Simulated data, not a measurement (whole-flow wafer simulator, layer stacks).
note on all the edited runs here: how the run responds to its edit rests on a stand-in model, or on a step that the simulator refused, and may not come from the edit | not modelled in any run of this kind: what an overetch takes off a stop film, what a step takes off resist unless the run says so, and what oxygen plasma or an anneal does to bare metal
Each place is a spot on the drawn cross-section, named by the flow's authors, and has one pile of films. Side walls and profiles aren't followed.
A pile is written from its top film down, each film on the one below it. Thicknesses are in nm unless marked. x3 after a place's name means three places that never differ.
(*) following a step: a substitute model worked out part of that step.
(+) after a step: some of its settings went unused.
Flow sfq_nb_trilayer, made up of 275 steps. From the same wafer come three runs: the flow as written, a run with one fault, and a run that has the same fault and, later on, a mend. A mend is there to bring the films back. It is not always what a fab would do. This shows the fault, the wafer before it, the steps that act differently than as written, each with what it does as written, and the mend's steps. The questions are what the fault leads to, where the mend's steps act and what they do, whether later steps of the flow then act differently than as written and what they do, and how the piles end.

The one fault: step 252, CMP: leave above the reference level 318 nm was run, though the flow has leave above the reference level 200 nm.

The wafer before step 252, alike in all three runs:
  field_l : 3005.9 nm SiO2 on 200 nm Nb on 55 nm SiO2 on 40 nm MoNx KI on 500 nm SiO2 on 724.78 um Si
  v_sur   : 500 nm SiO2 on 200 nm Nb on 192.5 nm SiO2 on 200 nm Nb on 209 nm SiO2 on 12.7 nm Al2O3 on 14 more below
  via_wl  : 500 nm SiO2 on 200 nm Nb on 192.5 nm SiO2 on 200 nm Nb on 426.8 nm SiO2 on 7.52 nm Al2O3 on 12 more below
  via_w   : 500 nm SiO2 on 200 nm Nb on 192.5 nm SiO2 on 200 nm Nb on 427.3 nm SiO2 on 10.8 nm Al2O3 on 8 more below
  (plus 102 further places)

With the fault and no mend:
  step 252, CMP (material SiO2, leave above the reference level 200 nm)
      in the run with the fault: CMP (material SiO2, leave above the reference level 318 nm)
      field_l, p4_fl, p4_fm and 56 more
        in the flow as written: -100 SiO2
        in the run with the fault: nothing
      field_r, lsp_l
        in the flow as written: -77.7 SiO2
        in the run with the fault: nothing
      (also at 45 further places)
  Steps later in the flow that act otherwise than as written (5 more steps, not shown, differ only slightly: by at most 2% or 0.5 nm, whichever is larger):
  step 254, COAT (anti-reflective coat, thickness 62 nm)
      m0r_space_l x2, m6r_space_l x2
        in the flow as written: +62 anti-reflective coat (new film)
        in the run with the fault: +64.7 anti-reflective coat (new film)
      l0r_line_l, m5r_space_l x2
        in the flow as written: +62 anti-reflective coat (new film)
        in the run with the fault: +63.6 anti-reflective coat (new film)
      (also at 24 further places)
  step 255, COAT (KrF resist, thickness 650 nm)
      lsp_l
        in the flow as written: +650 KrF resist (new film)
        in the run with the fault: +666.3 KrF resist (new film)
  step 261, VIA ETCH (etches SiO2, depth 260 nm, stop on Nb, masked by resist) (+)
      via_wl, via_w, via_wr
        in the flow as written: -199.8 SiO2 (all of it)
        in the run with the fault: -260 SiO2
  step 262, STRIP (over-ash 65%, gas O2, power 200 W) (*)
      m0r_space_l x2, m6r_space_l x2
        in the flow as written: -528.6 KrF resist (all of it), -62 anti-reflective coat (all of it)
        in the run with the fault: -531.3 KrF resist (all of it), -64.7 anti-reflective coat (all of it)
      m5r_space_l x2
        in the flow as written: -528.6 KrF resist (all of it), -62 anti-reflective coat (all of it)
        in the run with the fault: -531.2 KrF resist (all of it), -63.6 anti-reflective coat (all of it)
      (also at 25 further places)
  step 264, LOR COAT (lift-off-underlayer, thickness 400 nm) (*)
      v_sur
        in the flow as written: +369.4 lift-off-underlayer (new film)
        in the run with the fault: +356.5 lift-off-underlayer (new film)
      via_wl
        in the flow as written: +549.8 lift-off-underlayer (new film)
        in the run with the fault: +589 lift-off-underlayer (new film)
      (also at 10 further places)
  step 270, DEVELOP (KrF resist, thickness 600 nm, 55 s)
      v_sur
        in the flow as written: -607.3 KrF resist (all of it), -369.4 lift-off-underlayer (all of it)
        in the run with the fault: -606.3 KrF resist (all of it), -356.5 lift-off-underlayer (all of it)
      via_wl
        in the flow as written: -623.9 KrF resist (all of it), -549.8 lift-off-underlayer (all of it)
        in the run with the fault: -630.3 KrF resist (all of it), -589 lift-off-underlayer (all of it)
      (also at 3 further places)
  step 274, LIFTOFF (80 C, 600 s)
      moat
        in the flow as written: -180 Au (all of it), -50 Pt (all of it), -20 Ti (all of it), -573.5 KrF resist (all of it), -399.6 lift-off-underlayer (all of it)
        in the run with the fault: -180 Au (all of it), -50 Pt (all of it), -20 Ti (all of it), -572.2 KrF resist (all of it), -391.1 lift-off-underlayer (all of it)
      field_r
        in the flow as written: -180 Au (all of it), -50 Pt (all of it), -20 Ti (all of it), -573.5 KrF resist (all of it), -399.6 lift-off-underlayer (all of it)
        in the run with the fault: -180 Au (all of it), -50 Pt (all of it), -20 Ti (all of it), -577 KrF resist (all of it), -425 lift-off-underlayer (all of it)
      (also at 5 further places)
  The piles end different from the flow's at field_l, v_sur, via_wl and 103 more by more than 2% or 0.5 nm, whichever is larger.
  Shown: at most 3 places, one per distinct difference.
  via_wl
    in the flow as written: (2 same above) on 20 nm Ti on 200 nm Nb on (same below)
    in the run with the fault: (2 same above) on 20 nm Ti on 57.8 nm SiO2 on 200 nm Nb on (same below)
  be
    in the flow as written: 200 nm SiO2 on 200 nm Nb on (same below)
    in the run with the fault: 318 nm SiO2 on 200 nm Nb on (same below)
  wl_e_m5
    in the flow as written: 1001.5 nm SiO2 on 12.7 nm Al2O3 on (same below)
    in the run with the fault: 1101.5 nm SiO2 on 12.7 nm Al2O3 on (same below)

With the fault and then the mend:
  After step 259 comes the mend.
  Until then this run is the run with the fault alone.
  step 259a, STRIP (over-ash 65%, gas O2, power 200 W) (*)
      wire, ce_l, c5j, ce_r
        -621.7 KrF resist (all of it), -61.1 anti-reflective coat (all of it)
      p3_l3, p3_s3, p3_l4, p3_s4
        -625.7 KrF resist (all of it), -62.2 anti-reflective coat (all of it)
      m0r_line_l x2, m6r_line_l x2
        -628.3 KrF resist (all of it), -62.6 anti-reflective coat (all of it)
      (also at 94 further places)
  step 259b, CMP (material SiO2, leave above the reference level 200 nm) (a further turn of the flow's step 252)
      field_l, p4_fl, p4_fm and 56 more
        -100 SiO2
      v_sur, via_wl, via_w and 40 more
        -118 SiO2
      field_r, lsp_l
        -77.7 SiO2
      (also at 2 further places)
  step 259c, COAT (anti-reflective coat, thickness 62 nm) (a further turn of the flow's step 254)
      field_l, v_sur, via_wl and 103 more
        +62 anti-reflective coat (new film)
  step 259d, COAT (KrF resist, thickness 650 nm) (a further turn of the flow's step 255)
      field_l, v_sur, via_wl and 103 more
        +650 KrF resist (new film)
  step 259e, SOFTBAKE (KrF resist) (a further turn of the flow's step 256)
      does not change any film at any place that is followed
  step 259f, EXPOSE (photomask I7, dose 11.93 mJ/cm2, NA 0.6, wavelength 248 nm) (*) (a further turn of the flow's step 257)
      does not change any film at any place that is followed
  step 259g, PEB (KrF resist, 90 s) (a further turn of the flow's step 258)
      field_l, v_sur, via_wl and 103 more
        -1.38 KrF resist
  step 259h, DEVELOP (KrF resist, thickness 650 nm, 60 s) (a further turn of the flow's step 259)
      field_l, v_sur, via_sp and 100 more
        -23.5 KrF resist
      via_wl, via_w, via_wr
        -648.6 KrF resist (all of it)
  Later steps of the flow that are run all act as written at every place that is followed.
  At every place that both follow, the piles at the end match the flow's.
